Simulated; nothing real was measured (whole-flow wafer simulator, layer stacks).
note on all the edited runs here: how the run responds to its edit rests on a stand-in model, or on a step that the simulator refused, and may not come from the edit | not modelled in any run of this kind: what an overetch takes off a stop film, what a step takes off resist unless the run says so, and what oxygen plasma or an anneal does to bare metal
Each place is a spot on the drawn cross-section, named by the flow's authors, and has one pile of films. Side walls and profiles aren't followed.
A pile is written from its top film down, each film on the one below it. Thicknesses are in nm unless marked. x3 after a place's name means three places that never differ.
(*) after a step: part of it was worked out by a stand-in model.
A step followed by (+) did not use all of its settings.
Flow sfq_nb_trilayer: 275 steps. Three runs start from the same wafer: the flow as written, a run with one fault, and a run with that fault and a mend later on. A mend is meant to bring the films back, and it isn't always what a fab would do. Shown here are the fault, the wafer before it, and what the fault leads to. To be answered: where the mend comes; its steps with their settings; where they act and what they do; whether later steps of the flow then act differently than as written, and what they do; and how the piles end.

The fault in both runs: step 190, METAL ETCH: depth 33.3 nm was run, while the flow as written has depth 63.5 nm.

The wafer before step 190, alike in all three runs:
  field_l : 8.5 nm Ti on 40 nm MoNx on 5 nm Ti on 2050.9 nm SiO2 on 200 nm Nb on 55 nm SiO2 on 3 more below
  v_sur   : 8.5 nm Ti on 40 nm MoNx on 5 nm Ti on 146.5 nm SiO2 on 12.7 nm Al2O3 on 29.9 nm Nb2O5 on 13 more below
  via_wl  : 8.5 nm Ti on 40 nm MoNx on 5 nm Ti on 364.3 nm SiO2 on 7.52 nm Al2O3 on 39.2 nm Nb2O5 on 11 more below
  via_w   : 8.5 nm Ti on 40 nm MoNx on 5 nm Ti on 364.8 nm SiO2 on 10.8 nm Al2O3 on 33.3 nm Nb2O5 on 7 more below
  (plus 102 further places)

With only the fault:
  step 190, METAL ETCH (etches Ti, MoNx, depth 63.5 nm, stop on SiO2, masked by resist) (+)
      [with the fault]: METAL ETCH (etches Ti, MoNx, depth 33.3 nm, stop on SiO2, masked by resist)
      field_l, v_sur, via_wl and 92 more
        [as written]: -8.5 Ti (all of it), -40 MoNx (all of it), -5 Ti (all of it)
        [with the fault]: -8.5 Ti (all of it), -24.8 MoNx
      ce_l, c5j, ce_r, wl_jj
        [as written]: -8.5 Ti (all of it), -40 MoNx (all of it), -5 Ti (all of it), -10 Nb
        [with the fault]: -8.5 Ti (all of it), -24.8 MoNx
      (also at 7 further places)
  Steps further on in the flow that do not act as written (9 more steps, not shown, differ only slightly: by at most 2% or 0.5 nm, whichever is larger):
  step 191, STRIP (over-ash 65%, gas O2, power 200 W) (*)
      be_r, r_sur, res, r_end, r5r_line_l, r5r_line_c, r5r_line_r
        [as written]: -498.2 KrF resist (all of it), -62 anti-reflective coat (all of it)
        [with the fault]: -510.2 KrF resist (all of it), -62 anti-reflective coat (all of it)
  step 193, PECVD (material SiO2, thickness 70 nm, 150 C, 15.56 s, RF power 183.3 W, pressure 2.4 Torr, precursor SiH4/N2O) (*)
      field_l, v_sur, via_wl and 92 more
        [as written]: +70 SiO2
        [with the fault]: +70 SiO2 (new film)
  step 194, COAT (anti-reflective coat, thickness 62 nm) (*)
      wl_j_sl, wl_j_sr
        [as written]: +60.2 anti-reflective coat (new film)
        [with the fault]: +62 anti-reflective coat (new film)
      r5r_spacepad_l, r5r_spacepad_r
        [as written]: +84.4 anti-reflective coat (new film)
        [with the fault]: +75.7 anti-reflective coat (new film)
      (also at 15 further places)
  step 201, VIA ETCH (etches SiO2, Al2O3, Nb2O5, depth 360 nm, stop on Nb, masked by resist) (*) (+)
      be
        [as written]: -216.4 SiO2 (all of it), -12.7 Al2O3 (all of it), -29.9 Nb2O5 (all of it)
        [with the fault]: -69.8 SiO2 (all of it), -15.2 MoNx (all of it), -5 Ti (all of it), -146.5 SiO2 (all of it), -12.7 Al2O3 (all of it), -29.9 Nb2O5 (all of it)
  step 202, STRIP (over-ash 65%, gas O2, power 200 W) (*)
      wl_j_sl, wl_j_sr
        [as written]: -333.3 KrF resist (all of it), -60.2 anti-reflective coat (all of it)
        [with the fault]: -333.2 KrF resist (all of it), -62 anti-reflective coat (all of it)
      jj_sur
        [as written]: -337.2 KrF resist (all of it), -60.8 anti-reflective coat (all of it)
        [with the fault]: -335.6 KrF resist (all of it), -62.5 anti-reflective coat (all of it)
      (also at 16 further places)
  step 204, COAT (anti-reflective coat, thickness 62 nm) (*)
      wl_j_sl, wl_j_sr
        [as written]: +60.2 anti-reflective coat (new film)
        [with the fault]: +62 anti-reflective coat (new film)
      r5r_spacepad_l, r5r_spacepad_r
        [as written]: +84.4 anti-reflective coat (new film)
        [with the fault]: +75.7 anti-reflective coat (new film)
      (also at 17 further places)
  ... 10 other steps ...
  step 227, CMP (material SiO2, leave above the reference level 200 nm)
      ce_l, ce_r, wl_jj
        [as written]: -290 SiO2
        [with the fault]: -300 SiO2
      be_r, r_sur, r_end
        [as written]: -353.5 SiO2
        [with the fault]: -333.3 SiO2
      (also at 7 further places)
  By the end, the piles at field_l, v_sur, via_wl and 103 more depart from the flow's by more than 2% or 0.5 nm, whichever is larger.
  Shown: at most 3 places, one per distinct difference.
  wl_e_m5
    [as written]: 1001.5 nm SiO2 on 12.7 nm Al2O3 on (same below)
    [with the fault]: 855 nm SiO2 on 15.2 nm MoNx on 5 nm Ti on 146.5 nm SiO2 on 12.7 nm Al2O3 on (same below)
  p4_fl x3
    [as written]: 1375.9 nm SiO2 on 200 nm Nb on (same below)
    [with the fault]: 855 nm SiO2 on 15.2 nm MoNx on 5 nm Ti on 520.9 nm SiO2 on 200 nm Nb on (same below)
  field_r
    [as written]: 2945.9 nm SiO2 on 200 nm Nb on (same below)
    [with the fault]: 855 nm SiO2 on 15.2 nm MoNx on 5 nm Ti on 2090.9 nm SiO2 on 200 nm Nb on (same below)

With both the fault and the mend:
  The mend stands after step 191.
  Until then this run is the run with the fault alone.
  step 191a, COAT (anti-reflective coat, thickness 62 nm) (*) (the flow's step 183 again)
      p4_fl x3, p4_w1 x9, p4_g1 x2 and 57 more
        +62 anti-reflective coat (new film)
      via_wl, via_w, via_wr and 8 more
        +62.2 anti-reflective coat (new film)
      be_sur, gap, c5j, ln_m5, lsp_m
        +62.3 anti-reflective coat (new film)
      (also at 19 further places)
  step 191b, COAT (KrF resist, thickness 600 nm) (*) (the flow's step 184 again)
      p4_fl x3, p4_w1 x9, p4_g1 x2 and 57 more
        +600 KrF resist (new film)
      field_l, v_sur, via_wl, via_w, via_wr
        +600.4 KrF resist (new film)
      via_sp, l0_sur, l0v
        +600.5 KrF resist (new film)
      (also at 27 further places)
  step 191c, SOFTBAKE (KrF resist) (the flow's step 185 again)
      leaves every film unchanged at each place that is followed
  step 191d, EXPOSE (photomask R5, dose 12.12 mJ/cm2, NA 0.6, wavelength 248 nm) (*) (the flow's step 186 again)
      leaves every film unchanged at each place that is followed
  step 191e, PEB (KrF resist, 90 s) (the flow's step 187 again)
      field_l, v_sur, via_wl and 79 more
        -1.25 KrF resist
      be, be_sur, gap and 12 more
        -1.26 KrF resist
      r_end, r5r_line_l, r5r_line_c, r5r_line_r
        -1.23 KrF resist
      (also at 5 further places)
  step 191f, DEVELOP (KrF resist, thickness 600 nm, 60 s) (the flow's step 188 again)
      p4_fl x3, p4_w1 x9, p4_g1 x2 and 57 more
        -598.7 KrF resist (all of it)
      be_r, r_sur, res, r_end, r5r_line_l, r5r_line_c, r5r_line_r
        -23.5 KrF resist
      via_w, via_wr, via_sp, l0v
        -599.2 KrF resist (all of it)
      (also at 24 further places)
  step 191g, METAL ETCH (etches anti-reflective coat, depth 125 nm, masked by resist) (*) (+) (the flow's step 189 again)
      p4_fl x3, p4_w1 x9, p4_g1 x2 and 57 more
        -62 anti-reflective coat (all of it)
      via_wl, via_w, via_wr and 8 more
        -62.2 anti-reflective coat (all of it)
      be_r, r_sur, res, r_end, r5r_line_l, r5r_line_c, r5r_line_r
        -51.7 KrF resist
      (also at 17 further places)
  step 191h, METAL ETCH (etches Ti, MoNx, depth 30.2 nm, stop on SiO2, masked by resist) (+) (the flow's step 190 again, with other settings)
      field_l, v_sur, via_wl and 92 more
        -15.2 MoNx (all of it), -5 Ti (all of it)
      be_r, r_sur, res, r_end, r5r_line_l, r5r_line_c, r5r_line_r
        -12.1 KrF resist
      ce_l, c5j, ce_r, wl_jj
        -15.2 MoNx (all of it), -5 Ti (all of it), -10 Nb
  step 191i, STRIP (over-ash 65%, gas O2, power 200 W) (*) (the flow's step 191 again)
      r5r_line_l, r5r_line_c, r5r_line_r
        -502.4 KrF resist (all of it), -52 anti-reflective coat (all of it)
      be_r
        -497.8 KrF resist (all of it), -56.2 anti-reflective coat (all of it)
      r_sur
        -497.6 KrF resist (all of it), -59 anti-reflective coat (all of it)
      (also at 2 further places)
  Later steps of the flow that are run all act as written at every place that is followed.
  By the end, the piles equal the flow's at every place that both follow.
